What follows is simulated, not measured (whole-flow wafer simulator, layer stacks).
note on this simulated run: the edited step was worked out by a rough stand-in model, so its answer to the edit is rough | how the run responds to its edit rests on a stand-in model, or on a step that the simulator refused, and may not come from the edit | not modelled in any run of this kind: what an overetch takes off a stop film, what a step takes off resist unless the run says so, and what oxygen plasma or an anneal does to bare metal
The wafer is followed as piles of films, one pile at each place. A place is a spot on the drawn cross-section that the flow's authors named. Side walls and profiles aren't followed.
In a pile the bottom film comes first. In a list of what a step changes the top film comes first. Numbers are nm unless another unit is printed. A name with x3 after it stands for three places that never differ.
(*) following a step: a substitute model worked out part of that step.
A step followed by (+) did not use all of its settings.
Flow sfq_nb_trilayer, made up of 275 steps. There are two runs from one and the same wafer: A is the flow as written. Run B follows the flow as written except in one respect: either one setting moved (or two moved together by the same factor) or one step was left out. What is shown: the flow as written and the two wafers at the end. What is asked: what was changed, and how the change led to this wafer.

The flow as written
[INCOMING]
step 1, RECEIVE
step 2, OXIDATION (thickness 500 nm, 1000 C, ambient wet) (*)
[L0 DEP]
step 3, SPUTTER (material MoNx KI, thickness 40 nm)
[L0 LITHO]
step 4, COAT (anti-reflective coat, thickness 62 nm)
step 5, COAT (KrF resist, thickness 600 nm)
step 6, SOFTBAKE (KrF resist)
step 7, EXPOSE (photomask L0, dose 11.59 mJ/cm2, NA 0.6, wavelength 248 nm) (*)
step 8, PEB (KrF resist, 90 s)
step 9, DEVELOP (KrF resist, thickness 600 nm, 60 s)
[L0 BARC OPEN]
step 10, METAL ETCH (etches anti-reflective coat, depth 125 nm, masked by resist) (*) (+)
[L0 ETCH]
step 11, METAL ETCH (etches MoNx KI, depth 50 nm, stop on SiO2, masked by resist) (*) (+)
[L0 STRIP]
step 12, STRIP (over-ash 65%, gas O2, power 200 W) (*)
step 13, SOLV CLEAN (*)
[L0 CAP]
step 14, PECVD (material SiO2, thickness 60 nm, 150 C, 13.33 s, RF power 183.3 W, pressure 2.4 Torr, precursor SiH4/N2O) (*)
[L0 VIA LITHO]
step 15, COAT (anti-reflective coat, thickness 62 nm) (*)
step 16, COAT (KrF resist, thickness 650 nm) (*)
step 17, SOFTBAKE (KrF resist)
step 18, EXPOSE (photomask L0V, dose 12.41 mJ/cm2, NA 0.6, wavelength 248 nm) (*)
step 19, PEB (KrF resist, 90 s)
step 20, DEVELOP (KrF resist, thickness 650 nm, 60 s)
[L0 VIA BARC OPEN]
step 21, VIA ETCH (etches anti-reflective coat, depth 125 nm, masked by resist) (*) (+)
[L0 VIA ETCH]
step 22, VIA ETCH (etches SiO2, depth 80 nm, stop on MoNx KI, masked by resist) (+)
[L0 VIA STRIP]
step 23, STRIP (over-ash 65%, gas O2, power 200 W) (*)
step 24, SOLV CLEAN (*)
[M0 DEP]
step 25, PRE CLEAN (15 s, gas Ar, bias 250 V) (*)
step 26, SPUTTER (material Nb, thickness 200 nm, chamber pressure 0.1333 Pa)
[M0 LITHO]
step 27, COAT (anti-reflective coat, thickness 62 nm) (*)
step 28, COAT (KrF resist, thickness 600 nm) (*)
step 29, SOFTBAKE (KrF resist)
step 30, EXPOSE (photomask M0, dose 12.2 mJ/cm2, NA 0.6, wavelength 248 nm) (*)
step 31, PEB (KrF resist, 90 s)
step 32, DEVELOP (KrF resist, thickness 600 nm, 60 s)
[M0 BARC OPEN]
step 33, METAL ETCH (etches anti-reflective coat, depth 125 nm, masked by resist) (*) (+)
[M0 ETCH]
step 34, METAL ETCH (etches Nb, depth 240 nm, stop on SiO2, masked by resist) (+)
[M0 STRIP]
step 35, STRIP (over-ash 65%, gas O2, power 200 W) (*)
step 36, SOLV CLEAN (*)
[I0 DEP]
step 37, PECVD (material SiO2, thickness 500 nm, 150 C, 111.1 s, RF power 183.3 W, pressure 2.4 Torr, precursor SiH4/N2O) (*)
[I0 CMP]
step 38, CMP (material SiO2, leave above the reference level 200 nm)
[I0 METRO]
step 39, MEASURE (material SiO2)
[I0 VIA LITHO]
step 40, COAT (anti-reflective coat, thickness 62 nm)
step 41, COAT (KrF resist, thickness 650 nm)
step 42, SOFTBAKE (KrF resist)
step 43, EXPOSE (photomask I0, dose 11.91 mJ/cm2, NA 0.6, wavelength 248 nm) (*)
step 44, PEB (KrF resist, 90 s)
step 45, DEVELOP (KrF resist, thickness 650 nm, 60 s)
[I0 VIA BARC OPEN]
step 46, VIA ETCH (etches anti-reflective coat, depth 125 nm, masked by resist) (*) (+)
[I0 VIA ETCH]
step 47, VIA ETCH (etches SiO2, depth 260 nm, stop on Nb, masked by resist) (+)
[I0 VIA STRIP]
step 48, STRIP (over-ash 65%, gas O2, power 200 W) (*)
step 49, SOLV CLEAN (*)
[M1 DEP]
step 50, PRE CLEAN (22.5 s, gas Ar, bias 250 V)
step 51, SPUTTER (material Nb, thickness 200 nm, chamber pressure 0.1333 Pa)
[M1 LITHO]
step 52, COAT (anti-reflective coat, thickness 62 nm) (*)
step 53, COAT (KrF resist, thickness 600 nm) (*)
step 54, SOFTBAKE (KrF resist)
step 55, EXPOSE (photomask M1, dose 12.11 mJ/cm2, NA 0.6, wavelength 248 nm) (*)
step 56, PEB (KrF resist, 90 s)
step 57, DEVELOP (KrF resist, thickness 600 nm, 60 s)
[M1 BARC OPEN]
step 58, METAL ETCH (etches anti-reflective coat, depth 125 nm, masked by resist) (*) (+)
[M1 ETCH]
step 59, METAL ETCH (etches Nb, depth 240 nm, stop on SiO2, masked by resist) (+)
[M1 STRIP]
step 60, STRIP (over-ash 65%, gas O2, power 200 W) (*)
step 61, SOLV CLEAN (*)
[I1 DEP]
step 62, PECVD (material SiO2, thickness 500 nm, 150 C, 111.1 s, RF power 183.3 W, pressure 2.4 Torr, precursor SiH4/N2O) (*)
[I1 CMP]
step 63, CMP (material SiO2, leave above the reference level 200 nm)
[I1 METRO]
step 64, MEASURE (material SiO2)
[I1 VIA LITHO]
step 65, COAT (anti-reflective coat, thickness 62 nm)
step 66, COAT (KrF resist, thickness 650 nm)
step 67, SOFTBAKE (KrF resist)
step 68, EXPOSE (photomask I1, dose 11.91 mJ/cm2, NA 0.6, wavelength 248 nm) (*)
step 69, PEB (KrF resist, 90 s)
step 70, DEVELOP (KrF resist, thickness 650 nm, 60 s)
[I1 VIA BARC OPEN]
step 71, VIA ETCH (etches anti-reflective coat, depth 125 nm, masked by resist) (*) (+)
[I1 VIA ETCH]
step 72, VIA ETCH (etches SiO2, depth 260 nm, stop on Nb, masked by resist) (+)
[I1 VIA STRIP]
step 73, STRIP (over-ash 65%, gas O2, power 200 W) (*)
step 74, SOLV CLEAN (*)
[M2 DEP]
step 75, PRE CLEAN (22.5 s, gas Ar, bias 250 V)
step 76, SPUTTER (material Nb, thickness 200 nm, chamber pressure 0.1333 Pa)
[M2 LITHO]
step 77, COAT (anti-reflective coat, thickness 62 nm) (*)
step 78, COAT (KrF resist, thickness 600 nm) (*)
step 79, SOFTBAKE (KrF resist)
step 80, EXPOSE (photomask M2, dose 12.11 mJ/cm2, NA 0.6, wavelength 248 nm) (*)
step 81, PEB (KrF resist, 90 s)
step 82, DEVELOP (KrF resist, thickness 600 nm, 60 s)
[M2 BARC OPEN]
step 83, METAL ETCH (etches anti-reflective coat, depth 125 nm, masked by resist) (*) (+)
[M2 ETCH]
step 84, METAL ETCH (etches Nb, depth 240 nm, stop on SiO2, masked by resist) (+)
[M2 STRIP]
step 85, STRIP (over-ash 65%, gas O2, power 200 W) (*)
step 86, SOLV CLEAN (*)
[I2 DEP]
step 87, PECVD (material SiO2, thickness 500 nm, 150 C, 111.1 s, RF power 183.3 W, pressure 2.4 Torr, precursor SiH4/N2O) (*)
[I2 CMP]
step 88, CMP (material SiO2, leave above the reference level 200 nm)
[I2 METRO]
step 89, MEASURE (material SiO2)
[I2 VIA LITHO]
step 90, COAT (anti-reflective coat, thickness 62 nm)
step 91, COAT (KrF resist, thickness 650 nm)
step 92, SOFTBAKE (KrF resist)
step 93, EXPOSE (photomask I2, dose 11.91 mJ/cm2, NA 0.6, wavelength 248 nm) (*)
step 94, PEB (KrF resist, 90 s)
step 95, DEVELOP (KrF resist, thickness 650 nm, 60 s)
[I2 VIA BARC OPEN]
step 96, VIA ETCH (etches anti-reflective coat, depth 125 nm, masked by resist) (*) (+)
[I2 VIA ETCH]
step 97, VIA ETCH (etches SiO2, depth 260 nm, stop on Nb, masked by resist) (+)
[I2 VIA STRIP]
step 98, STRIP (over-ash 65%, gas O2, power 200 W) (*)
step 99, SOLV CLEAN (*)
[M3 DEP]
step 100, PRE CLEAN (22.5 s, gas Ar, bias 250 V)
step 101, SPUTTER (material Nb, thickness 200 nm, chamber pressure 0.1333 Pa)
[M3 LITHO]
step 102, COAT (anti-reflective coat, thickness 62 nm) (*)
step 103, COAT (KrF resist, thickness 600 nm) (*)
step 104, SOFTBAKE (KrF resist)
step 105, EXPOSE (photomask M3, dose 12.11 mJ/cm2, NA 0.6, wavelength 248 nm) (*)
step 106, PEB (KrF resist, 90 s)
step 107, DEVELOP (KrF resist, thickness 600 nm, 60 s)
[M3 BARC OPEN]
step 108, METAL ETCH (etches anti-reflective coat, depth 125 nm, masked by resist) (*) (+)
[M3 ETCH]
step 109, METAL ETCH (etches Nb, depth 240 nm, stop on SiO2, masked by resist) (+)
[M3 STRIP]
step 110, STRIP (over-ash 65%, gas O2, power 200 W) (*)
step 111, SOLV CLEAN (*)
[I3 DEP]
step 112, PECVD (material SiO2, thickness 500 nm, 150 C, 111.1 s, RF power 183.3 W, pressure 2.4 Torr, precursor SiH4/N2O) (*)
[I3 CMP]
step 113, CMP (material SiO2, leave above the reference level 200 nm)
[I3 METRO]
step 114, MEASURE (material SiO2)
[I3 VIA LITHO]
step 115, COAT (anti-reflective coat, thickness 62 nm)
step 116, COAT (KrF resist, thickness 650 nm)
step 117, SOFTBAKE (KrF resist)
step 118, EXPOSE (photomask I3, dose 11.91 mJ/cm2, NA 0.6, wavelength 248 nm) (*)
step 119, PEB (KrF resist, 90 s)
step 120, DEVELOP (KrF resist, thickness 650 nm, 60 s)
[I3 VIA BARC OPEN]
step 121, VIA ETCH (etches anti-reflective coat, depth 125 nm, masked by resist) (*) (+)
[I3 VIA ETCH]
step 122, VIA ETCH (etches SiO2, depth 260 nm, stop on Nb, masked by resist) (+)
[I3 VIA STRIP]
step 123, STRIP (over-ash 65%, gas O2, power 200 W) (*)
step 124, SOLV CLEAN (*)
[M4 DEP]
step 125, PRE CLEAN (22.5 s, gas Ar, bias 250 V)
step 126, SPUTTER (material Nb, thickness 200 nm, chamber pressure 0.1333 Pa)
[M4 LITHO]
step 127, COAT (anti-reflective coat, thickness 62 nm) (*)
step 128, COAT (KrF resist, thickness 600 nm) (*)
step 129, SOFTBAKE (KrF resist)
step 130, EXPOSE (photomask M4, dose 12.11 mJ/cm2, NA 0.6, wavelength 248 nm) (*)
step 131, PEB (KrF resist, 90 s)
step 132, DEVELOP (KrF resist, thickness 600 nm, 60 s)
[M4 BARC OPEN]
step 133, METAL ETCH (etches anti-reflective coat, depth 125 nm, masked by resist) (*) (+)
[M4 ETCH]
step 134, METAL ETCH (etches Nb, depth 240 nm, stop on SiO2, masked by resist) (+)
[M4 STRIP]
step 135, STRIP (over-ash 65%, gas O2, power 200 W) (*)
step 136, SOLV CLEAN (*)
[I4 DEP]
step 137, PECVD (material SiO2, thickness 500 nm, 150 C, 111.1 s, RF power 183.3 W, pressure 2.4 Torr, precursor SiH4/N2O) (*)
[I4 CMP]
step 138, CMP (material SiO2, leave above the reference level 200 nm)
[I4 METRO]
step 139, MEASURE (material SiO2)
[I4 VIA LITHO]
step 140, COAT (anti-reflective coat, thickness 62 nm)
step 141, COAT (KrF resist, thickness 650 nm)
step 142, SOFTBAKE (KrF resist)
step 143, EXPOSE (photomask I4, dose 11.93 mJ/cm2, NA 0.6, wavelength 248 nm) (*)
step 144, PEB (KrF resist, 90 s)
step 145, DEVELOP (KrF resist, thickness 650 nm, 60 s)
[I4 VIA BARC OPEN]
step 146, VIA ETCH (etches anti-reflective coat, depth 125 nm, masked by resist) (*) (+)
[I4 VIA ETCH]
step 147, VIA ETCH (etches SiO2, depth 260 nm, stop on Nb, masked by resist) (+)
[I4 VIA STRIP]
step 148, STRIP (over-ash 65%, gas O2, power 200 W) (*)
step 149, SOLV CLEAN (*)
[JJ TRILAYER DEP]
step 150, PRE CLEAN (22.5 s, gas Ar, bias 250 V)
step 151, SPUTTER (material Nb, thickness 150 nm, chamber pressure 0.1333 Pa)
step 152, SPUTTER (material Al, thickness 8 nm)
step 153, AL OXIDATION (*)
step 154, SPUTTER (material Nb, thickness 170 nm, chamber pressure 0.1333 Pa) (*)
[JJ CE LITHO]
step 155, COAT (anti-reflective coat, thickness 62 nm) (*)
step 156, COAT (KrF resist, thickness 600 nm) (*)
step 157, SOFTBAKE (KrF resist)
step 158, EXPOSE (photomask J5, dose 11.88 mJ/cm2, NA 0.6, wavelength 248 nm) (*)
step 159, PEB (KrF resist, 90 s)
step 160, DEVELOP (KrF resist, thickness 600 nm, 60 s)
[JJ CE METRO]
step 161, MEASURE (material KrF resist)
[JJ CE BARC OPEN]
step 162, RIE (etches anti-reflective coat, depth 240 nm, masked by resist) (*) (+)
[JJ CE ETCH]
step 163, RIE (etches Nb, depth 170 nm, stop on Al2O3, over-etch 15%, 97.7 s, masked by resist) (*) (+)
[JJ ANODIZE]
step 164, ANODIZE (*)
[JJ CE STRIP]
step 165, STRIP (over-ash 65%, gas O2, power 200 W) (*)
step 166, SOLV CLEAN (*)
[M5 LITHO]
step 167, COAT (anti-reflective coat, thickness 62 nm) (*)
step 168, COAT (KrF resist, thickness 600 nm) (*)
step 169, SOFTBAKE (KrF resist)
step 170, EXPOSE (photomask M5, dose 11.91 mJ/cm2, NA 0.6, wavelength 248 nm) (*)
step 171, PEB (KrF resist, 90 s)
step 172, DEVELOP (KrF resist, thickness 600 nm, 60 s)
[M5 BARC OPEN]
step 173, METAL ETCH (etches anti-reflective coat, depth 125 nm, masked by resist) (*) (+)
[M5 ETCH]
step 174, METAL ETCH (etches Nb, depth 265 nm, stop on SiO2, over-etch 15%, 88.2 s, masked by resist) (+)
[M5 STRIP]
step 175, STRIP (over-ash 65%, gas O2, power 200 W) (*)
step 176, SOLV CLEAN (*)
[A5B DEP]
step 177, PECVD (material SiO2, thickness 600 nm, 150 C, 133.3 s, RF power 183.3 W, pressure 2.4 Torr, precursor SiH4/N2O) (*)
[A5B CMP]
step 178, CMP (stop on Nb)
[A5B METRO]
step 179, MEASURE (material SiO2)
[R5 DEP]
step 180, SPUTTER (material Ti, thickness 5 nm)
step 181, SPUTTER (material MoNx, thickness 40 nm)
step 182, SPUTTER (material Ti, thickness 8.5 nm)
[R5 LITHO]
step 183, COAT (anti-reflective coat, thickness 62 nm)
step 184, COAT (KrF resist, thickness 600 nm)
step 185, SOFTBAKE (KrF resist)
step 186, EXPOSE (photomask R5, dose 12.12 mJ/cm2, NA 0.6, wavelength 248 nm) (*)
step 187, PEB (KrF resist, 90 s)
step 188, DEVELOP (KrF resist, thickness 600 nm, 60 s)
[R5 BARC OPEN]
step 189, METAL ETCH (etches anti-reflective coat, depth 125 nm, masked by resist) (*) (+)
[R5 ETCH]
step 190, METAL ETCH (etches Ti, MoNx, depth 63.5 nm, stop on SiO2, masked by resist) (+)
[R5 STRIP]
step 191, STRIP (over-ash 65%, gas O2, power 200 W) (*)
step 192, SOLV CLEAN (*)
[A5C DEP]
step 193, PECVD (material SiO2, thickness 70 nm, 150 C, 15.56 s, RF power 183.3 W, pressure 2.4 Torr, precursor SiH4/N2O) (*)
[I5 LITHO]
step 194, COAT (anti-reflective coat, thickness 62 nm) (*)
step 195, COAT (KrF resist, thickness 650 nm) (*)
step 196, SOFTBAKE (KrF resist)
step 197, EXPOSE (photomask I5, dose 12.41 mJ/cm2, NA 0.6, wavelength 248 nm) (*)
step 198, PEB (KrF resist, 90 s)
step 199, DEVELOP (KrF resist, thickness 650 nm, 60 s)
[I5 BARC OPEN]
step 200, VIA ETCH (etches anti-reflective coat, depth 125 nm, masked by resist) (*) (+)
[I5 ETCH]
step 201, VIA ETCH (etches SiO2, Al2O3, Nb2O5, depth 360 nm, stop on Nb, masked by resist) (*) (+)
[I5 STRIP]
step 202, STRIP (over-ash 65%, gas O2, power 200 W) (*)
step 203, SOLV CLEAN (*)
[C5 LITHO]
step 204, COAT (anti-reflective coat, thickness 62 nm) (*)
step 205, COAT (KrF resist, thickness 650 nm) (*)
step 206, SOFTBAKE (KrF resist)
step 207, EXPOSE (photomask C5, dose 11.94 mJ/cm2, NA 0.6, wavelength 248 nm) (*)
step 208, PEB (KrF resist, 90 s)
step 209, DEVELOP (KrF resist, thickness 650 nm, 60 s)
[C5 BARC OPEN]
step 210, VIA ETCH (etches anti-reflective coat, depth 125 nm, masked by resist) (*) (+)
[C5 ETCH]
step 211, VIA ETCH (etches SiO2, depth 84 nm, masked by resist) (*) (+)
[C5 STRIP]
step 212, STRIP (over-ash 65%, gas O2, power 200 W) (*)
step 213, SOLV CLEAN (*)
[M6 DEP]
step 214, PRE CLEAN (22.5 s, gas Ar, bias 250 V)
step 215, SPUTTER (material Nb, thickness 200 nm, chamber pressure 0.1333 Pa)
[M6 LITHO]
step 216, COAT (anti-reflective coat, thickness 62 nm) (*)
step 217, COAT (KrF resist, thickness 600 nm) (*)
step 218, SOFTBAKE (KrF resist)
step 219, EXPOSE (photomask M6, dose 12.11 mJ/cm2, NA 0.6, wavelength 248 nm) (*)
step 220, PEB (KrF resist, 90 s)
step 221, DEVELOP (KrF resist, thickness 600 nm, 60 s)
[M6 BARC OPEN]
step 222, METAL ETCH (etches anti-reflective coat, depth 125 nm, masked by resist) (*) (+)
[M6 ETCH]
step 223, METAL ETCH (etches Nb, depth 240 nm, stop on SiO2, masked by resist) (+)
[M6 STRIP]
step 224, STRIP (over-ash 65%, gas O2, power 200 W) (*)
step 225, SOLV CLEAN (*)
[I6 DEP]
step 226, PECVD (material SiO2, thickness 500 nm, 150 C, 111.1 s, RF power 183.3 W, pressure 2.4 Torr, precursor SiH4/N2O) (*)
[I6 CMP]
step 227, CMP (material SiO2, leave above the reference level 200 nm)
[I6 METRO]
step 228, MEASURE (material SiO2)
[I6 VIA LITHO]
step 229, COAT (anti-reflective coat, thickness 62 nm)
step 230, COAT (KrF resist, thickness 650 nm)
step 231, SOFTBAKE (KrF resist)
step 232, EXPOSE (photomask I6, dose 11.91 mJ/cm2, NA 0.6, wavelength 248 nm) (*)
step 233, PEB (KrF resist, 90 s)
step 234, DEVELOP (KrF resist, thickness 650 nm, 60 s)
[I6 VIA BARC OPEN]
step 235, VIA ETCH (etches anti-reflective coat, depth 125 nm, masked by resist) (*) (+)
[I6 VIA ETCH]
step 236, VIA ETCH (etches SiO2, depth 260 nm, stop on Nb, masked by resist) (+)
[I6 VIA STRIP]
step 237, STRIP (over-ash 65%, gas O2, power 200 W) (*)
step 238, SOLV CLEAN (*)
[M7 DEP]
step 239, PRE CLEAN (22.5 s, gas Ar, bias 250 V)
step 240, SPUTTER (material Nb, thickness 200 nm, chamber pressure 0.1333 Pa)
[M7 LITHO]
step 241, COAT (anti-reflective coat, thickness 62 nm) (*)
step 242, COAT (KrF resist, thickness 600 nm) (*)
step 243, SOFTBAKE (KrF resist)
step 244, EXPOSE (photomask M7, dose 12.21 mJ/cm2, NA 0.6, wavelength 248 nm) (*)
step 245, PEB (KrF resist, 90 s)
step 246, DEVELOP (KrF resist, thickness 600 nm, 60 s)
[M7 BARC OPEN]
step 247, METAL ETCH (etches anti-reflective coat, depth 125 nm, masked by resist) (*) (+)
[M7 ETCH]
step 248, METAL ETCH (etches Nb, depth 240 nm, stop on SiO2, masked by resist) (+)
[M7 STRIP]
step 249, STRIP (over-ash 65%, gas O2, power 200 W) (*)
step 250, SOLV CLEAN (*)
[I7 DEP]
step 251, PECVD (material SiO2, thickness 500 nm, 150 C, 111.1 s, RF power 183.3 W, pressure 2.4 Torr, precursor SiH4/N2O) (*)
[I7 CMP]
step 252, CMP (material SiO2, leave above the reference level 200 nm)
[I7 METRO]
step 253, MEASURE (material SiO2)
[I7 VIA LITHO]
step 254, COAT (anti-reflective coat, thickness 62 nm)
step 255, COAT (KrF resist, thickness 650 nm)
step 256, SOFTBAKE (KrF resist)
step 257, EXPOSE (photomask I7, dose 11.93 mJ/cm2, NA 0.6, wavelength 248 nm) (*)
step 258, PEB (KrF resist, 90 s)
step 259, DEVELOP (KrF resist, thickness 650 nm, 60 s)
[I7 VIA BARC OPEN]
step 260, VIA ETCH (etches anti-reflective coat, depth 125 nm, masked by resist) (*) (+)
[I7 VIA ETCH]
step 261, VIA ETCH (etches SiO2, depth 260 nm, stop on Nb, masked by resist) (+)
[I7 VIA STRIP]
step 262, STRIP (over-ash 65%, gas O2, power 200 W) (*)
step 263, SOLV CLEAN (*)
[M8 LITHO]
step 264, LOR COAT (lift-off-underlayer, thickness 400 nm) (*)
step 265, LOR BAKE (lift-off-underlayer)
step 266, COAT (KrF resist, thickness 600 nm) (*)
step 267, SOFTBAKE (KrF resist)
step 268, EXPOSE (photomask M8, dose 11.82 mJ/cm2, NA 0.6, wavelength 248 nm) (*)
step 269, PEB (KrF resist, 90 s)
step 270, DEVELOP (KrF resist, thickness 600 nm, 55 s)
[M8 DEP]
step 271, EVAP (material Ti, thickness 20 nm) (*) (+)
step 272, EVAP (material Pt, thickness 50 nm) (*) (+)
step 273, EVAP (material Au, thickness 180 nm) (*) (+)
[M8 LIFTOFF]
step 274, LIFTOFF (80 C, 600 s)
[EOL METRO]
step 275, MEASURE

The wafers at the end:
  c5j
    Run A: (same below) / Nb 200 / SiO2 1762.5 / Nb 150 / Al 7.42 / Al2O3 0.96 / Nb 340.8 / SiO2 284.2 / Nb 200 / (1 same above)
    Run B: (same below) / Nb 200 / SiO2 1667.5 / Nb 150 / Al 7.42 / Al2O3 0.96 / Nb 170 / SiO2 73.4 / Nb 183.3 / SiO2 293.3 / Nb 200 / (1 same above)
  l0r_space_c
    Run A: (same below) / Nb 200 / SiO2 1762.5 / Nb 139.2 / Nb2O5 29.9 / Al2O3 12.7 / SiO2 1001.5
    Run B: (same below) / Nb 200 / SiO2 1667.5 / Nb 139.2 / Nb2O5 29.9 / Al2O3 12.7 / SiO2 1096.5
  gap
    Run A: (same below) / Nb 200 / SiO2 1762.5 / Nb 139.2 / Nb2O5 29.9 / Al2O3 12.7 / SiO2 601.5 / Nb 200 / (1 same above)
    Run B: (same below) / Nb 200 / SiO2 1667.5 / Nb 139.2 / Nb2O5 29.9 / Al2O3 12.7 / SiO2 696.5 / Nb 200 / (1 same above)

Cause: step 137, PECVD: thickness 305 nm was run, while the flow as written has thickness 500 nm; step 137, PECVD: 67.78 s was run, where the flow has 111.1 s.

Step by step, how the change led to this:
  step 137, PECVD (material SiO2, thickness 500 nm, 150 C, 111.1 s, RF power 183.3 W, pressure 2.4 Torr, precursor SiH4/N2O) (*)
      field_l, be, be_sur and 55 more: A +500 SiO2 | B +305 SiO2
      v_sur, via_wl, via_w and 35 more: A +500 SiO2 (new film) | B +305 SiO2 (new film)
      (as well as at 10 more places)
  step 138, CMP (material SiO2, leave above the reference level 200 nm)
      field_l, be, be_sur and 55 more: A -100 SiO2 | B nothing
      p3_s0, p3_s1, p3_s2, p3_s3, p3_s4, p3_s5: A -157.1 SiO2 | B nothing
      (as well as at 42 more places)
  step 140, COAT (anti-reflective coat, thickness 62 nm)
      c5j, ce_r, sp_r and 8 more: A +62 anti-reflective coat (new film) | B +63.5 anti-reflective coat (new film)
      m0r_space_l, m0r_space_r, m6r_space_l, m6r_space_r, m7r_space_l, m7r_space_r: A +62 anti-reflective coat (new film) | B +75.1 anti-reflective coat (new film)
      (as well as at 78 more places)
  step 141, COAT (KrF resist, thickness 650 nm)
      m0r_line_l, m0r_line_r, m6r_line_l, m6r_line_r, m7r_line_l, m7r_line_r: A +650 KrF resist (new film) | B +668.9 KrF resist (new film)
      be_sur, l0v: A +650 KrF resist (new film) | B +664.5 KrF resist (new film)
      (as well as at 51 more places)
  step 145, DEVELOP (KrF resist, thickness 650 nm, 60 s)
      via_wl: A -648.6 KrF resist (all of it) | B -610.6 KrF resist (all of it)
      via_w: A -648.6 KrF resist (all of it) | B -615.2 KrF resist (all of it)
      (as well as at 1 more place)
  step 146, VIA ETCH (etches anti-reflective coat, depth 125 nm, masked by resist) (*) (+)
      field_l, v_sur, via_sp and 100 more: A -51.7 KrF resist | B -45.6 KrF resist
      via_wl, via_wr: A -62 anti-reflective coat (all of it), -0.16 SiO2 | B -54.7 anti-reflective coat (all of it), -0.14 SiO2
      (as well as at 1 more place)
  step 148, STRIP (over-ash 65%, gas O2, power 200 W) (*)
      m0r_line_l, m0r_line_r, m6r_line_l, m6r_line_r, m7r_line_l, m7r_line_r: A -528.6 KrF resist (all of it), -62 anti-reflective coat (all of it) | B -553.6 KrF resist (all of it), -63.5 anti-reflective coat (all of it)
      m0r_space_l, m0r_space_r, m6r_space_l, m6r_space_r, m7r_space_l, m7r_space_r: A -528.6 KrF resist (all of it), -62 anti-reflective coat (all of it) | B -545.9 KrF resist (all of it), -75.1 anti-reflective coat (all of it)
      (as well as at 83 more places)
  step 151, SPUTTER (material Nb, thickness 150 nm, chamber pressure 0.1333 Pa)
      lsp_r, l0_sur, l0v: A +150 Nb (new film) | B +146.9 Nb (new film)
      be, lsp_l: A +150 Nb (new film) | B +142.8 Nb (new film)
      (as well as at 1 more place)
  step 152, SPUTTER (material Al, thickness 8 nm)
      via_v: A +8 Al (new film) | B +6.49 Al (new film)
  step 154, SPUTTER (material Nb, thickness 170 nm, chamber pressure 0.1333 Pa) (*)
      lsp_r, l0_sur, l0v: A +170 Nb (new film) | B +166.5 Nb (new film)
      be, lsp_l: A +170 Nb (new film) | B +161.2 Nb (new film)
      (as well as at 1 more place)
  step 155, COAT (anti-reflective coat, thickness 62 nm) (*)
      l0r_space_c, l0r_line_r, m0r_line_l, m6r_line_l, m7r_line_l: A +62 anti-reflective coat (new film) | B +63.5 anti-reflective coat (new film)
      c5j, ce_r, sp_r, be_r: A +61.5 anti-reflective coat (new film) | B +62.9 anti-reflective coat (new film)
      (as well as at 87 more places)
  step 156, COAT (KrF resist, thickness 600 nm) (*)
      m0r_line_l, m6r_line_l, m7r_line_l: A +600 KrF resist (new film) | B +617.1 KrF resist (new film)
      m0r_line_r, m6r_line_r, m7r_line_r: A +600 KrF resist (new film) | B +617 KrF resist (new film)
      (as well as at 55 more places)
  step 160, DEVELOP (KrF resist, thickness 600 nm, 60 s)
      m0r_line_l, m6r_line_l, m7r_line_l: A -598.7 KrF resist (all of it) | B -615.8 KrF resist (all of it)
      m0r_line_r, m6r_line_r, m7r_line_r: A -598.7 KrF resist (all of it) | B -615.7 KrF resist (all of it)
      (as well as at 54 more places)
  step 162, RIE (etches anti-reflective coat, depth 240 nm, masked by resist) (*) (+)
      l0r_space_c, l0r_line_r, m0r_line_l, m6r_line_l, m7r_line_l: A -62 anti-reflective coat (all of it) | B -63.5 anti-reflective coat (all of it)
      p3_l1, p3_l2, p3_l3, p3_l4: A -62 anti-reflective coat (all of it) | B -47 anti-reflective coat (all of it)
      (as well as at 83 more places)
  step 163, RIE (etches Nb, depth 170 nm, stop on Al2O3, over-etch 15%, 97.7 s, masked by resist) (*) (+)
      be, lsp_l: A -170 Nb (all of it), -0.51 Al2O3 | B -161.2 Nb (all of it), -0.96 Al2O3 (all of it)
      via_v: A -170 Nb (all of it), -0.51 Al2O3 | B -136.4 Nb (all of it), -0.96 Al2O3 (all of it)
      (as well as at 3 more places)
  step 164, ANODIZE (*)
      be, lsp_l: A +12.2 Al2O3, +29.9 Nb2O5 (new film), -7.42 Al (all of it), -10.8 Nb | B +11.6 Al2O3 (new film), +31.9 Nb2O5 (new film), -7.03 Al (all of it), -11.5 Nb
      via_v: A +12.2 Al2O3, +29.9 Nb2O5 (new film), -7.42 Al (all of it), -10.8 Nb | B +9.76 Al2O3 (new film), +35.2 Nb2O5 (new film), -5.91 Al (all of it), -12.7 Nb
      (as well as at 3 more places)
  ... another 46 steps ...
  step 274, LIFTOFF (80 C, 600 s)
      be: A -180 Au (all of it), -50 Pt (all of it), -20 Ti (all of it), -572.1 KrF resist (all of it), -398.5 lift-off-underlayer (all of it) | B -180 Au (all of it), -50 Pt (all of it), -20 Ti (all of it), -613.7 KrF resist (all of it), -717.3 lift-off-underlayer (all of it)
      be_sur: A -180 Au (all of it), -50 Pt (all of it), -20 Ti (all of it), -572.6 KrF resist (all of it), -398.9 lift-off-underlayer (all of it) | B -180 Au (all of it), -50 Pt (all of it), -20 Ti (all of it), -587.2 KrF resist (all of it), -366.3 lift-off-underlayer (all of it)
      (as well as at 1 more place)
If metal films that touch count as one body, c5j has 5 bodies (between them, from the top down: SiO2 293.3; SiO2 73.4; Al2O3 0.96; SiO2 1667.5); the flow as written gives 4 bodies (between them, from the top down: SiO2 284.2; Al2O3 0.96; SiO2 1762.5).
